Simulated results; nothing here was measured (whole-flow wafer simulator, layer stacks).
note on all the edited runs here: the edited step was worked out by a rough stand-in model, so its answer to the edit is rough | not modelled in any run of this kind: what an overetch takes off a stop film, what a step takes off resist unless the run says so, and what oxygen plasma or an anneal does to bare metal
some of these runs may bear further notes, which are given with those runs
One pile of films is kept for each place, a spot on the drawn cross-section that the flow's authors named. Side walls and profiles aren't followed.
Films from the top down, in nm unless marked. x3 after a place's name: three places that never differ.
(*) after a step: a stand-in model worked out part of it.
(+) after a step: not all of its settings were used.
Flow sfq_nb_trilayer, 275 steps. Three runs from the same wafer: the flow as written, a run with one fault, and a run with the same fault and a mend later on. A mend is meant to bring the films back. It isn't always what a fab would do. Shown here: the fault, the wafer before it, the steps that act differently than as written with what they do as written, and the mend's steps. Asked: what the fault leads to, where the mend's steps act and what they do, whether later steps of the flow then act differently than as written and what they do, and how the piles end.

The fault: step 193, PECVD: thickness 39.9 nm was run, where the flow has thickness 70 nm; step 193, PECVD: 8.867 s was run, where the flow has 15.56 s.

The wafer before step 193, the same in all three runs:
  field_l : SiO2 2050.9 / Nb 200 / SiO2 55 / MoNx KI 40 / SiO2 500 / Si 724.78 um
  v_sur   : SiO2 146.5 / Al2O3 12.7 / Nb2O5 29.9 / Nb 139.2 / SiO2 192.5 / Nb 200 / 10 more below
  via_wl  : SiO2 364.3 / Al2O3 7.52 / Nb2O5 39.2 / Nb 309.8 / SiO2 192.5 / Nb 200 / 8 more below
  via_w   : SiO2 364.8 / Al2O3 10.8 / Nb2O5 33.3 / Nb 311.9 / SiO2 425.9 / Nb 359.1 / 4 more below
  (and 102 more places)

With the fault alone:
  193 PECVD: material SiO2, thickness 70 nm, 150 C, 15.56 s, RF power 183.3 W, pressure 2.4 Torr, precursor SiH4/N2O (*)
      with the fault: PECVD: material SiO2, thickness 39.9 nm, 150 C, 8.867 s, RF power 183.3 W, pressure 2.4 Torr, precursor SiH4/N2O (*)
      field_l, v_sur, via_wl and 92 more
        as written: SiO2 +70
        with the fault: SiO2 +39.9
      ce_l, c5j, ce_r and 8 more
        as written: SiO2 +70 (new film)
        with the fault: SiO2 +39.9 (new film)
  Later steps of the flow that act differently than as written (10 more steps differ only slightly, by at most 2% or 0.5 nm, whichever is larger, and aren't shown):
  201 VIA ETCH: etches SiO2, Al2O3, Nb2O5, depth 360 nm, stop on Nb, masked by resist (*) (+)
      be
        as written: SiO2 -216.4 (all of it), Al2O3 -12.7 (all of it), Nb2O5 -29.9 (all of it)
        with the fault: SiO2 -186.3 (all of it), Al2O3 -12.7 (all of it), Nb2O5 -29.9 (all of it)
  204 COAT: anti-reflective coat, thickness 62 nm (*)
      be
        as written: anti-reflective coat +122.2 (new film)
        with the fault: anti-reflective coat +117.7 (new film)
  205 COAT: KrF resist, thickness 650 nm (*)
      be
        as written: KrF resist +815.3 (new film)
        with the fault: KrF resist +793.8 (new film)
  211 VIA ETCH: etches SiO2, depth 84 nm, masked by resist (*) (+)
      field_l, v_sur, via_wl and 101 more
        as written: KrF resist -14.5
        with the fault: KrF resist -10.3
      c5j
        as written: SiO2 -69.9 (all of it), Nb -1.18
        with the fault: SiO2 -39.8 (all of it), Nb -1.65
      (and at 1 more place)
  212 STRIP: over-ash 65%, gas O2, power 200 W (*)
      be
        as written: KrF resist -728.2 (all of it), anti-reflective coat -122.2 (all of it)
        with the fault: KrF resist -710.8 (all of it), anti-reflective coat -117.7 (all of it)
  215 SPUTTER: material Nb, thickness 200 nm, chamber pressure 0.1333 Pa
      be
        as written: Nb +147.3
        with the fault: Nb +154.2
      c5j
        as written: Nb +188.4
        with the fault: Nb +196.3
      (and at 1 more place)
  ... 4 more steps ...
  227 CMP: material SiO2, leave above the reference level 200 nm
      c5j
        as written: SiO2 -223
        with the fault: SiO2 -245.8
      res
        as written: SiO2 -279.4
        with the fault: SiO2 -316.6
  At the end the piles differ from the flow's by more than 2% or 0.5 nm, whichever is larger, at v_sur, via_wl, via_w and 79 more.
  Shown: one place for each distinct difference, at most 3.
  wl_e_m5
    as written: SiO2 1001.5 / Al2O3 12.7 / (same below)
    with the fault: SiO2 971.4 / Al2O3 12.7 / (same below)
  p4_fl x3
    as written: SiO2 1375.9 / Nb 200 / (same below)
    with the fault: SiO2 1345.8 / Nb 200 / (same below)
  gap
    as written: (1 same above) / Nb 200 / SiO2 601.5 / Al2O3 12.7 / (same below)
    with the fault: (1 same above) / Nb 200 / SiO2 571.4 / Al2O3 12.7 / (same below)

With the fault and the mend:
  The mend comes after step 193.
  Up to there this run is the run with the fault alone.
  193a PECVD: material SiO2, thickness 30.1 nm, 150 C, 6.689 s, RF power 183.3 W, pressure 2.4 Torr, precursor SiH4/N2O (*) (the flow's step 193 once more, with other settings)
      field_l, v_sur, via_wl and 103 more
        SiO2 +30.1
  No later step of the flow acts differently than as written, at any place that is followed, by more than 2% or 0.5 nm, whichever is larger.
  At the end the piles are the same as the flow's at every place that both follow.
